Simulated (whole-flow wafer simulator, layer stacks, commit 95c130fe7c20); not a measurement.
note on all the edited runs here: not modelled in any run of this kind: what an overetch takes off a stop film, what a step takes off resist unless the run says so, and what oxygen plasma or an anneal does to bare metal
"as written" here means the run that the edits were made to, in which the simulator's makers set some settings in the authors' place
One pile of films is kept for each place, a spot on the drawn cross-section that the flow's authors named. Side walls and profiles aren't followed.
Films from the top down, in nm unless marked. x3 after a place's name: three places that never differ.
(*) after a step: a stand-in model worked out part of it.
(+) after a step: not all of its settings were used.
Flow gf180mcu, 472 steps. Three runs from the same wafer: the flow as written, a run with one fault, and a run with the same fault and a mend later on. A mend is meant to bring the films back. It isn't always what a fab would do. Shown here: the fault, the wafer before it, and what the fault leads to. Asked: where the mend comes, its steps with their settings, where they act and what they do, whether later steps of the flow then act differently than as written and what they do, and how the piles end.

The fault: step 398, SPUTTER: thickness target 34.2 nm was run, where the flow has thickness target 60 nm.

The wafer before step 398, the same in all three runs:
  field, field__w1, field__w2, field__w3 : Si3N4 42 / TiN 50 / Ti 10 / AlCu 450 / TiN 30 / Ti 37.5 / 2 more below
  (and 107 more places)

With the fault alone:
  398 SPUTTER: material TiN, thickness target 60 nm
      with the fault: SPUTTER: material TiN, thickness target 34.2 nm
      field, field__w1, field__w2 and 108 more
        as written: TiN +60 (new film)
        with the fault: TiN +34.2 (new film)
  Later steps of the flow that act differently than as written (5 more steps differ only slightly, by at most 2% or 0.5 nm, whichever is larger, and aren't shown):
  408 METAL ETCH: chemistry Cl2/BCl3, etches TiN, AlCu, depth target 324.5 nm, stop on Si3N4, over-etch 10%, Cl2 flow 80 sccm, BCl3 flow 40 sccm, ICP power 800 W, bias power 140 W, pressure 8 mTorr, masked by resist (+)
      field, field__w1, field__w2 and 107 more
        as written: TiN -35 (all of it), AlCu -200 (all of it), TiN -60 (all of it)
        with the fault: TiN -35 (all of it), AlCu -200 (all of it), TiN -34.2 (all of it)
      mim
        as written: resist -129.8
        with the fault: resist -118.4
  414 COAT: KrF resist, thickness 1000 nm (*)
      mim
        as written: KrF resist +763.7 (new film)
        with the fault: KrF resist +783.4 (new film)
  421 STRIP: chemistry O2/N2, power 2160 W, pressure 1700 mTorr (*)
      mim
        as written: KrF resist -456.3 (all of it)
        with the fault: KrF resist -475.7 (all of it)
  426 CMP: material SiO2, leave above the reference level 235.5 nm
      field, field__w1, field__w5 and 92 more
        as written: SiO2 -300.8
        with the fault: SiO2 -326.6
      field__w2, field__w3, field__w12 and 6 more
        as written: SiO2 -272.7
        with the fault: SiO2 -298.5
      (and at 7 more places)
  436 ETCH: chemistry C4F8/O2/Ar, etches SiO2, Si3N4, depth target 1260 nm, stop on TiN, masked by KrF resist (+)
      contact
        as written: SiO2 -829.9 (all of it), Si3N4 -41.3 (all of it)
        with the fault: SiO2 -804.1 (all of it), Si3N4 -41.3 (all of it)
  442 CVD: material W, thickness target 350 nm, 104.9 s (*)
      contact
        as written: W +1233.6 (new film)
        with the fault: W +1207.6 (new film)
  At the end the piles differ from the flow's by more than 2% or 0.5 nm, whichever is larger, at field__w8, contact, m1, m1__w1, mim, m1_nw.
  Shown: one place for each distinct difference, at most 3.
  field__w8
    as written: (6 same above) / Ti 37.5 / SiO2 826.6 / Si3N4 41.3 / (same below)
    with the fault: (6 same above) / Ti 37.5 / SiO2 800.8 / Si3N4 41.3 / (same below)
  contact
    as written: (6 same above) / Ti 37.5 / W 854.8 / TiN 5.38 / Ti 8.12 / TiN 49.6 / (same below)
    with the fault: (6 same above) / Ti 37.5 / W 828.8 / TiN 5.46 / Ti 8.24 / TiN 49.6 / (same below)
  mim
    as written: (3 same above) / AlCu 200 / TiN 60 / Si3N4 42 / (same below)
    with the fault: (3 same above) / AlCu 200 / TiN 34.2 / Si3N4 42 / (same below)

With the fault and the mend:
  The mend comes after step 398.
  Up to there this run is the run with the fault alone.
  398a SPUTTER: material TiN, thickness target 25.8 nm (the flow's step 398 once more, with other settings)
      field, field__w1, field__w2 and 108 more
        TiN +25.8
  No later step of the flow acts differently than as written at any place that is followed.
  At the end the piles are the same as the flow's at every place that both follow.
